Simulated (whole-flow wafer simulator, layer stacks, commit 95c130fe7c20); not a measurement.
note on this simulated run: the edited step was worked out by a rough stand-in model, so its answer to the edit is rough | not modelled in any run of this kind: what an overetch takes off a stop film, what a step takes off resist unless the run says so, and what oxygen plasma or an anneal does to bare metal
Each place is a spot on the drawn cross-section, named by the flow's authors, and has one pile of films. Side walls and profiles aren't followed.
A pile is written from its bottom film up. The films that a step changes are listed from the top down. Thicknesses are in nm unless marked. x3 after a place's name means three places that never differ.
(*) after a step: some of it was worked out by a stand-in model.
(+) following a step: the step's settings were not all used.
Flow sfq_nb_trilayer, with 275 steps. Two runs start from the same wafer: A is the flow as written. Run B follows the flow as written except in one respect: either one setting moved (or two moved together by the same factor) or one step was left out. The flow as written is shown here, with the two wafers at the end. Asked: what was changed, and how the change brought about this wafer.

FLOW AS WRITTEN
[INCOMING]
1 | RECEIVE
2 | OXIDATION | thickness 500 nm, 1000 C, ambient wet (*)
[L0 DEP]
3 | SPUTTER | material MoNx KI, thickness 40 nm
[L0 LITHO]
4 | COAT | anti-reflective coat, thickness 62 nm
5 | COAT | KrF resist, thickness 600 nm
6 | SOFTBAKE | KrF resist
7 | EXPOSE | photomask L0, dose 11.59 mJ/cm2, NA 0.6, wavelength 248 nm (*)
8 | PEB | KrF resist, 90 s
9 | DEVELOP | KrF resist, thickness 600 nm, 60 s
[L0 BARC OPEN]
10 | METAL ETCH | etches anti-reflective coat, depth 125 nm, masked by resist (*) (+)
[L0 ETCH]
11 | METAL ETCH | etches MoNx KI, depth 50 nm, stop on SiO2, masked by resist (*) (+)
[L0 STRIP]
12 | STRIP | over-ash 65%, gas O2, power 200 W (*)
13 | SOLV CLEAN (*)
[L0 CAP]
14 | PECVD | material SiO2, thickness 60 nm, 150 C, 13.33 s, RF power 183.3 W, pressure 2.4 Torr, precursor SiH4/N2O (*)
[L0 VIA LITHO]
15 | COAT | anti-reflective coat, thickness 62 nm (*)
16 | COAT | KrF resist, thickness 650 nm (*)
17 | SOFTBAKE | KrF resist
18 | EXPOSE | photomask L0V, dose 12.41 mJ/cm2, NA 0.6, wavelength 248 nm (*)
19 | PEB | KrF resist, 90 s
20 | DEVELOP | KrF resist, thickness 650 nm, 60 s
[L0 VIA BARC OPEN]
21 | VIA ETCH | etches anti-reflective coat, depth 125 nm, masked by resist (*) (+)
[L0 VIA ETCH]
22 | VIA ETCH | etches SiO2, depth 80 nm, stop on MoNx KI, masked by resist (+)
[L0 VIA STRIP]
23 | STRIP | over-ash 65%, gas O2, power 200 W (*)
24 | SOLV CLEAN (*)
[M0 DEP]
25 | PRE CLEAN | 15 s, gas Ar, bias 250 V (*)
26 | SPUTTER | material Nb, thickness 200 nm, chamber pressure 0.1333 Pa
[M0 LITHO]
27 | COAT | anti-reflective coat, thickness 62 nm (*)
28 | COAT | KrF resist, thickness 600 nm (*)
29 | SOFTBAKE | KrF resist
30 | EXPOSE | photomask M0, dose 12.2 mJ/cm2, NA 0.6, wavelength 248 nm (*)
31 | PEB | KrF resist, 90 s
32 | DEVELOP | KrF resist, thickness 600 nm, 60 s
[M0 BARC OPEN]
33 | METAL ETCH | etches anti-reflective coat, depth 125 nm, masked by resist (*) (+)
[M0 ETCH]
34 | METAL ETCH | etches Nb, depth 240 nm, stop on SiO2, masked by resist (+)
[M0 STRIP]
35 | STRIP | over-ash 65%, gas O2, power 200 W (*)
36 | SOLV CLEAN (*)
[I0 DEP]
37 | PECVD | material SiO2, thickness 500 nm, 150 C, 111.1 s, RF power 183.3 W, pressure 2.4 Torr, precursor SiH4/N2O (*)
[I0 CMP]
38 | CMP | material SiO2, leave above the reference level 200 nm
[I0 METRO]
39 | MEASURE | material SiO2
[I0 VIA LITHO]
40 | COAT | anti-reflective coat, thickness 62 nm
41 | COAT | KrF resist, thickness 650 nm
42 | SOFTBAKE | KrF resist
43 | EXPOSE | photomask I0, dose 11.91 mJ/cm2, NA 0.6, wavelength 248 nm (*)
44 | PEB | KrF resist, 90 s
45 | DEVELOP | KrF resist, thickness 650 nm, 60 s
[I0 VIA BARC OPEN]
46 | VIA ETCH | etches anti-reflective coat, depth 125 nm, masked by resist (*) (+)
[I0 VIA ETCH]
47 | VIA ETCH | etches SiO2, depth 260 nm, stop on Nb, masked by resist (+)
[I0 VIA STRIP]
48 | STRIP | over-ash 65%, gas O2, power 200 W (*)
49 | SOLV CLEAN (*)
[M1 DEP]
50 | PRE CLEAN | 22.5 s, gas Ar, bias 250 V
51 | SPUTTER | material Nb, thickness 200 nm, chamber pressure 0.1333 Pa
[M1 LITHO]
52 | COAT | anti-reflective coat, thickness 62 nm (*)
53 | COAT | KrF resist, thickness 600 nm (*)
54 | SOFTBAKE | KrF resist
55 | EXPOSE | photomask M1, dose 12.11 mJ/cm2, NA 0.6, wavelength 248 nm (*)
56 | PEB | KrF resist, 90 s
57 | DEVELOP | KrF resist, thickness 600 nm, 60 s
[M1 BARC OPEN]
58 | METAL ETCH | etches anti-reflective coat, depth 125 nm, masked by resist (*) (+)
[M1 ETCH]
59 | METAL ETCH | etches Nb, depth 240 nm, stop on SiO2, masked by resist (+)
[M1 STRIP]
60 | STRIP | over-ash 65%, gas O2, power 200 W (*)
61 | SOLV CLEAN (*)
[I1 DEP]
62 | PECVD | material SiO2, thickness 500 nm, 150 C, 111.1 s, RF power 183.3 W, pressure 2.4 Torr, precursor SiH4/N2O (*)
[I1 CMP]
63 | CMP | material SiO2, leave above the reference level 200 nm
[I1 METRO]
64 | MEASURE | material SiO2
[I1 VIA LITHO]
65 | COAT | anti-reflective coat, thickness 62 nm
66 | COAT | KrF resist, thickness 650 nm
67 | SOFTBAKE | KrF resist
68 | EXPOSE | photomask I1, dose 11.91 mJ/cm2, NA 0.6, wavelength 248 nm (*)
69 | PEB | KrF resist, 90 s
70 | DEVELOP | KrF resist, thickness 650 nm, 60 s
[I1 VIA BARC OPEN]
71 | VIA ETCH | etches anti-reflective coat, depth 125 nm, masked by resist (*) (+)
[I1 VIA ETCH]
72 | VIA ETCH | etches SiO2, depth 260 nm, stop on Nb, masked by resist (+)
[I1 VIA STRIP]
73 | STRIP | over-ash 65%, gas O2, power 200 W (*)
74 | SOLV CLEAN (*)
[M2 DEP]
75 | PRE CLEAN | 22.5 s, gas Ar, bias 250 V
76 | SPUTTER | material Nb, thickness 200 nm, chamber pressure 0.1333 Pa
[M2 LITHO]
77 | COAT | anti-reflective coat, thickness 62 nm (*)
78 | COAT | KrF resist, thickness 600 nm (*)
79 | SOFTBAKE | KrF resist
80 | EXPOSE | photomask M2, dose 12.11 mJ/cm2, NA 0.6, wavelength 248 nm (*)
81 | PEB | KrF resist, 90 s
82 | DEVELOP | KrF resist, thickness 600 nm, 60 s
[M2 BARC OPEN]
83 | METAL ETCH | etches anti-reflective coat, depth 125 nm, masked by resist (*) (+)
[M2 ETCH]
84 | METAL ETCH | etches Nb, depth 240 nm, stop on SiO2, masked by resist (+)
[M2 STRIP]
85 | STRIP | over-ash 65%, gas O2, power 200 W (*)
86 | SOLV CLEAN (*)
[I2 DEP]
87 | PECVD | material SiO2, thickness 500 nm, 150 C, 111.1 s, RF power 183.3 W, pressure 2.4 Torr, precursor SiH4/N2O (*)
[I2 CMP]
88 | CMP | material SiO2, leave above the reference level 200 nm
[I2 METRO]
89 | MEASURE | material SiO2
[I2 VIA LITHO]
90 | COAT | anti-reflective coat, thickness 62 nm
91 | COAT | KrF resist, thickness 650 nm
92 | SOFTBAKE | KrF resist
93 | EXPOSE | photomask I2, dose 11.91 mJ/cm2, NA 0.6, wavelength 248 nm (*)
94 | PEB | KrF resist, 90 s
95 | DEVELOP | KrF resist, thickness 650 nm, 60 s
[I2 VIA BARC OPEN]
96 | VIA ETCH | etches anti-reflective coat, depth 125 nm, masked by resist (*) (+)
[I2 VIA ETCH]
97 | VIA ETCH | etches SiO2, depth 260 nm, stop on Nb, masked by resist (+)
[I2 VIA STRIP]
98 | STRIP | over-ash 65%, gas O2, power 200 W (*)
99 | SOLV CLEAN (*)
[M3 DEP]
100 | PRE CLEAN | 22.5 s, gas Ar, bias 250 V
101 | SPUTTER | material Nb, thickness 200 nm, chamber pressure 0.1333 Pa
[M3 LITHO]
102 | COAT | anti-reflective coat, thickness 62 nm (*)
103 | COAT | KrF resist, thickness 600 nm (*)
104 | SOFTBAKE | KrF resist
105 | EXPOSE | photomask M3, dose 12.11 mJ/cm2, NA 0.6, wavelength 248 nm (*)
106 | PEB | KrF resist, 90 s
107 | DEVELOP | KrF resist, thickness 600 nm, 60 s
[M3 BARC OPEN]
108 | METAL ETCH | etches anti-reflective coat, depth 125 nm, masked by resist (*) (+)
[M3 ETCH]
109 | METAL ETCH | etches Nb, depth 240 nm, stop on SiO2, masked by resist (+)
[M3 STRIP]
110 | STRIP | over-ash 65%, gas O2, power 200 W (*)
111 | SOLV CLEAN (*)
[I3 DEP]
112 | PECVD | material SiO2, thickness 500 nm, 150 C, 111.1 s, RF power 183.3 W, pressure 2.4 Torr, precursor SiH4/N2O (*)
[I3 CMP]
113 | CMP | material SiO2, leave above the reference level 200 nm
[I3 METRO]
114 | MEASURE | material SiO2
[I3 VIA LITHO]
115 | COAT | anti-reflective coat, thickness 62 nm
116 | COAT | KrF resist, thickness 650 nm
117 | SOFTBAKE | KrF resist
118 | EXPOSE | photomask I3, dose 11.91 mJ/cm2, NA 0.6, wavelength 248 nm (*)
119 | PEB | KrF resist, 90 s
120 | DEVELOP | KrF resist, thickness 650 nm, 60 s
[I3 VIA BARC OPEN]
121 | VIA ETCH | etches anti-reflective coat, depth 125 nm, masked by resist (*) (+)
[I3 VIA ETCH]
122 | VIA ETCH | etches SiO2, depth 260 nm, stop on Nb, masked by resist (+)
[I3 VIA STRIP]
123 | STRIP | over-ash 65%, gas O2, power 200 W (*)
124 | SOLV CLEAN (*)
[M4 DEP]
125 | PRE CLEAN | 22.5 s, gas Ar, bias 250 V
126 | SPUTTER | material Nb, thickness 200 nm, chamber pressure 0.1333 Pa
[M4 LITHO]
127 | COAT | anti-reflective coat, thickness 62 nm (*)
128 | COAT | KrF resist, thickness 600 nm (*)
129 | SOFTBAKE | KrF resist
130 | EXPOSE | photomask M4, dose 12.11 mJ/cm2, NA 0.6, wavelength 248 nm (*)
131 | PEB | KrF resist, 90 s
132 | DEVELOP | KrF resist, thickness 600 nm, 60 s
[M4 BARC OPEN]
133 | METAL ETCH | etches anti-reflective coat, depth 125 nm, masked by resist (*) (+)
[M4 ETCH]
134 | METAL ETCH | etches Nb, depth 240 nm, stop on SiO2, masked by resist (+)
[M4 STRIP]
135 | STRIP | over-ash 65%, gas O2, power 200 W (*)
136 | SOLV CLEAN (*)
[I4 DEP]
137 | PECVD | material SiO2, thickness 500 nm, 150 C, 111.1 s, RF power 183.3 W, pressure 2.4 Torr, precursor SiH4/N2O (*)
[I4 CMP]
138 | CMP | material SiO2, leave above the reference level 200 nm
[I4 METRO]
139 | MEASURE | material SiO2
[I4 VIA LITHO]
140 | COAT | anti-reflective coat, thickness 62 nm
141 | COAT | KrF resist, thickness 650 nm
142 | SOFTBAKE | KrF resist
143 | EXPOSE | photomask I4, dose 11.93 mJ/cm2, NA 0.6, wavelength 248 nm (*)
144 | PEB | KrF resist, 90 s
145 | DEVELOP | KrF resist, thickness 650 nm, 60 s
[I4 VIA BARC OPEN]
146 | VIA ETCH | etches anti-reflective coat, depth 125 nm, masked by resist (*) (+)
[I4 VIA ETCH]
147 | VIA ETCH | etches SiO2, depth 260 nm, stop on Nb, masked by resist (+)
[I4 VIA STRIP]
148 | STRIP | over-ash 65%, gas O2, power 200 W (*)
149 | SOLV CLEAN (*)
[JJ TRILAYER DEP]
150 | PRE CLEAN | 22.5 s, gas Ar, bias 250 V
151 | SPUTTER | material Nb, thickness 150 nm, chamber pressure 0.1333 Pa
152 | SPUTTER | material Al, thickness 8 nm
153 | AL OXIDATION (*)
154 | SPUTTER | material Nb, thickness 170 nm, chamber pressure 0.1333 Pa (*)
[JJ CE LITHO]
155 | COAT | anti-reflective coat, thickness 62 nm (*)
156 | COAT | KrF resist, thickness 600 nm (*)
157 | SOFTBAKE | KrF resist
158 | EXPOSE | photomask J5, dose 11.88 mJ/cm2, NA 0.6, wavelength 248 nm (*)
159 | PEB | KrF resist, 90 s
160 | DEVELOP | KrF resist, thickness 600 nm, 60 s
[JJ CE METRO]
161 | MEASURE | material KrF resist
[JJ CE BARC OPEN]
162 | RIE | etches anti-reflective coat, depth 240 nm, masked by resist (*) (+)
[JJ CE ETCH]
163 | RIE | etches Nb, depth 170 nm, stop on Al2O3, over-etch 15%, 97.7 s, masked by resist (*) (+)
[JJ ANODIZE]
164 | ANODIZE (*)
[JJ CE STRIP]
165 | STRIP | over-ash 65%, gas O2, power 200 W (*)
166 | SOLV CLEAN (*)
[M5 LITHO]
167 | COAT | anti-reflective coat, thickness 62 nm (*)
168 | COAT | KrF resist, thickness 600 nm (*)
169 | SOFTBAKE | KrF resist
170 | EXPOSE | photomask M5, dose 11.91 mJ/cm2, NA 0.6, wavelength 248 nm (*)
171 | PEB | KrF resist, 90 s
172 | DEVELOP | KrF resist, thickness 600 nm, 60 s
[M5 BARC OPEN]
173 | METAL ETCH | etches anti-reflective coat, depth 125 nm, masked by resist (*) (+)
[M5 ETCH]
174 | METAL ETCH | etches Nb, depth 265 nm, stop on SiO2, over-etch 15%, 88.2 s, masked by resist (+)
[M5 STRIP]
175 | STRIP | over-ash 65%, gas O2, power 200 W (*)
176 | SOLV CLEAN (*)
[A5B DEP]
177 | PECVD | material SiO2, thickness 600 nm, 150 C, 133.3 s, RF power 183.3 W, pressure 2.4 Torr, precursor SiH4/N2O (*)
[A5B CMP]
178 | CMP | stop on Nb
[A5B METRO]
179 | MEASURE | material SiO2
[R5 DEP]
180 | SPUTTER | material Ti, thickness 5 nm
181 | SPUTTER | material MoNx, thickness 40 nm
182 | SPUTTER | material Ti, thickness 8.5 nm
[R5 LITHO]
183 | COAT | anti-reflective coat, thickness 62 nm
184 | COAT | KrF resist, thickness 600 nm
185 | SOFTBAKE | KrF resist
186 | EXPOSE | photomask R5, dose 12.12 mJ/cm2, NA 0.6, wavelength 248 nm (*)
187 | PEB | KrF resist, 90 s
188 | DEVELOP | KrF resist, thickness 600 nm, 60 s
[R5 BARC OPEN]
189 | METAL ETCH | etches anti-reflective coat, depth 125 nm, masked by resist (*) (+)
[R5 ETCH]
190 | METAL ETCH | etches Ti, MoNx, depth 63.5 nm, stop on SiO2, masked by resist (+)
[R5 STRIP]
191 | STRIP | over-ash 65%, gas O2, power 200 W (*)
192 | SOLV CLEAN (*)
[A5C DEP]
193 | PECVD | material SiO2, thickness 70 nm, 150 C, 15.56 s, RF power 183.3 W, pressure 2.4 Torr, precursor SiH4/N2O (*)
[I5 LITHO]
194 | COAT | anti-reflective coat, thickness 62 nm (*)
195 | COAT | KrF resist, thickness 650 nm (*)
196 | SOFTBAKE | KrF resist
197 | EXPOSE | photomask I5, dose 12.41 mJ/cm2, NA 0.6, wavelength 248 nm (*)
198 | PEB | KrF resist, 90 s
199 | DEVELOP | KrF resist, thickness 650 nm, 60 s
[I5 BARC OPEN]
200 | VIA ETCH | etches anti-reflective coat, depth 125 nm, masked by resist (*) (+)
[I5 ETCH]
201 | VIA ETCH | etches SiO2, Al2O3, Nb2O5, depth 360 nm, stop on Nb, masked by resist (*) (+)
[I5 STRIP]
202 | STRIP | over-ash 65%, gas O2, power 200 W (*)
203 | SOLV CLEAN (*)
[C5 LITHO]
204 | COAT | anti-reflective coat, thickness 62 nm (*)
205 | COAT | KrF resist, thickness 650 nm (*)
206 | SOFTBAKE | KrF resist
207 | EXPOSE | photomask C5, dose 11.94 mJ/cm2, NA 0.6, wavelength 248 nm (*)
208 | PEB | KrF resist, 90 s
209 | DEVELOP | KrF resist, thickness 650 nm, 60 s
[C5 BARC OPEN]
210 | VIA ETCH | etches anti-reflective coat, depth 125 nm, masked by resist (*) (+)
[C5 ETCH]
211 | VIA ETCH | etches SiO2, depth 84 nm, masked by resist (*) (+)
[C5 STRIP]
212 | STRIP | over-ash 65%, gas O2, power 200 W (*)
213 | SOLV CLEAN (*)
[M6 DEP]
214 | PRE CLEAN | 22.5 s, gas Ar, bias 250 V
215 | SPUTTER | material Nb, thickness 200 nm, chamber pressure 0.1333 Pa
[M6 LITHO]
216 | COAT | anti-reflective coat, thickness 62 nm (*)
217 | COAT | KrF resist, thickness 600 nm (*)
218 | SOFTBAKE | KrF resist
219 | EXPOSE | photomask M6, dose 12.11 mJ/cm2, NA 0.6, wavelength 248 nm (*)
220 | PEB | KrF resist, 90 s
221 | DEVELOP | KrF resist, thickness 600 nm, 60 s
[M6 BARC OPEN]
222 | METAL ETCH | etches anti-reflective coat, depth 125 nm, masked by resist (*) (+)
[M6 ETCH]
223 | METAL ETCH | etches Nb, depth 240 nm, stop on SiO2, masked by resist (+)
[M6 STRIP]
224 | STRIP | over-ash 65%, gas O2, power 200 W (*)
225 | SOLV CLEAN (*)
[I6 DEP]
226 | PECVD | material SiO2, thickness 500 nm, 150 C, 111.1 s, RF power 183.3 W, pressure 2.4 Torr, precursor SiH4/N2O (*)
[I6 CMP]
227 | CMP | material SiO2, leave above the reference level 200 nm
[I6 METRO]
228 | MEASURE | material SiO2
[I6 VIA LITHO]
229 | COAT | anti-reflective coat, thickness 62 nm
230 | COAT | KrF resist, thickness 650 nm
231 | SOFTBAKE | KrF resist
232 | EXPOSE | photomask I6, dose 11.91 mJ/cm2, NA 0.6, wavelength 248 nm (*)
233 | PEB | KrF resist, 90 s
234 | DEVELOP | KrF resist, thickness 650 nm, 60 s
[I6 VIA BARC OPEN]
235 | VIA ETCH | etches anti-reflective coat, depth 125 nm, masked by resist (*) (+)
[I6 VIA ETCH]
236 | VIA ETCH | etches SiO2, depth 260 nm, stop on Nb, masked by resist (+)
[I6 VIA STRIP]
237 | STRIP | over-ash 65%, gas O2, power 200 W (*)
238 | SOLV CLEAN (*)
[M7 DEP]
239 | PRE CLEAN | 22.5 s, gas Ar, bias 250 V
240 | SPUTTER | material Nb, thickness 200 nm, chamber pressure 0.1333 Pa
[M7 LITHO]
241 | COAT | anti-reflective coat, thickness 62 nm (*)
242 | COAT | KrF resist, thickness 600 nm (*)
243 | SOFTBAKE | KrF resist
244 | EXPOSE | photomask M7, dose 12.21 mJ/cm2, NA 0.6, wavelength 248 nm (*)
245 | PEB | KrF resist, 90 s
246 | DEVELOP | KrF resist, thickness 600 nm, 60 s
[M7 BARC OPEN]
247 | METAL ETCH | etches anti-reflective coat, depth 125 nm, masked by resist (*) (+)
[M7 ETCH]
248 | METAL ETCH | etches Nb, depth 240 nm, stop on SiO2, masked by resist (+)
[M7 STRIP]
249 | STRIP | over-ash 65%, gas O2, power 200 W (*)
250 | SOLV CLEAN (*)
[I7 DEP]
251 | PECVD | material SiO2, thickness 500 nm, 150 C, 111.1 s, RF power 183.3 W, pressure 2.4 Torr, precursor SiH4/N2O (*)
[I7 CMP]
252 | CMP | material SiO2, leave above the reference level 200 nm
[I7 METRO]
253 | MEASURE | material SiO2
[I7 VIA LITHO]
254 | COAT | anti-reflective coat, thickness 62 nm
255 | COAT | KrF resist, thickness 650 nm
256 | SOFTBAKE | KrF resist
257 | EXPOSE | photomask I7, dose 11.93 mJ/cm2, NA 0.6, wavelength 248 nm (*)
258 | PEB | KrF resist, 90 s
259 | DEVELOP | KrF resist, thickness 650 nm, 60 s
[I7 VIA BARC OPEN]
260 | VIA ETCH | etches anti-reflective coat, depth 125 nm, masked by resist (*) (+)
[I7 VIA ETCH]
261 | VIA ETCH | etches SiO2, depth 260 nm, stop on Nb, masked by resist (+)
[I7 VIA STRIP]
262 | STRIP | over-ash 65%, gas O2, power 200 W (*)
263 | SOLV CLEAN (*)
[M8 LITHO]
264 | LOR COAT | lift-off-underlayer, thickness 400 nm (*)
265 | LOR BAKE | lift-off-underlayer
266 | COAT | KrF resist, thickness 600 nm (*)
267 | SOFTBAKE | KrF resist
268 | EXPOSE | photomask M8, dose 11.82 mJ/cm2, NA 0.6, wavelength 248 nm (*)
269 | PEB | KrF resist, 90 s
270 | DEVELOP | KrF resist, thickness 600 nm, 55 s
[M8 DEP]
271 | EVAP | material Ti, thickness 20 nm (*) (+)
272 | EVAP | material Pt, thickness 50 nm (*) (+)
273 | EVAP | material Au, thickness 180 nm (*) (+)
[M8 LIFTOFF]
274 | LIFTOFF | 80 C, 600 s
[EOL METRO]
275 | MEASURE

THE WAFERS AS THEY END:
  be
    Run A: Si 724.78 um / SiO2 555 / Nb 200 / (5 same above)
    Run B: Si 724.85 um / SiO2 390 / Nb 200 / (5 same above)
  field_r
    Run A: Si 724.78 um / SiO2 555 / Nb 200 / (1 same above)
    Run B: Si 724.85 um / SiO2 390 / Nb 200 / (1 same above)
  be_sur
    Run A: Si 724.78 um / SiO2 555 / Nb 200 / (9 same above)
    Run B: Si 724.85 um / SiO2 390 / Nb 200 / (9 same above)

The reason: step 2, OXIDATION: thickness 335 nm was run, whereas the flow has thickness 500 nm.

Step by step, how the change led to this:
  2 | OXIDATION | thickness 500 nm, 1000 C, ambient wet (*)
      field_l, v_sur, via_wl and 103 more: A +500 SiO2 (new film), -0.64 chemical SiO2 (all of it), -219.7 Si | B +335 SiO2 (new film), -0.64 chemical SiO2 (all of it), -147.1 Si
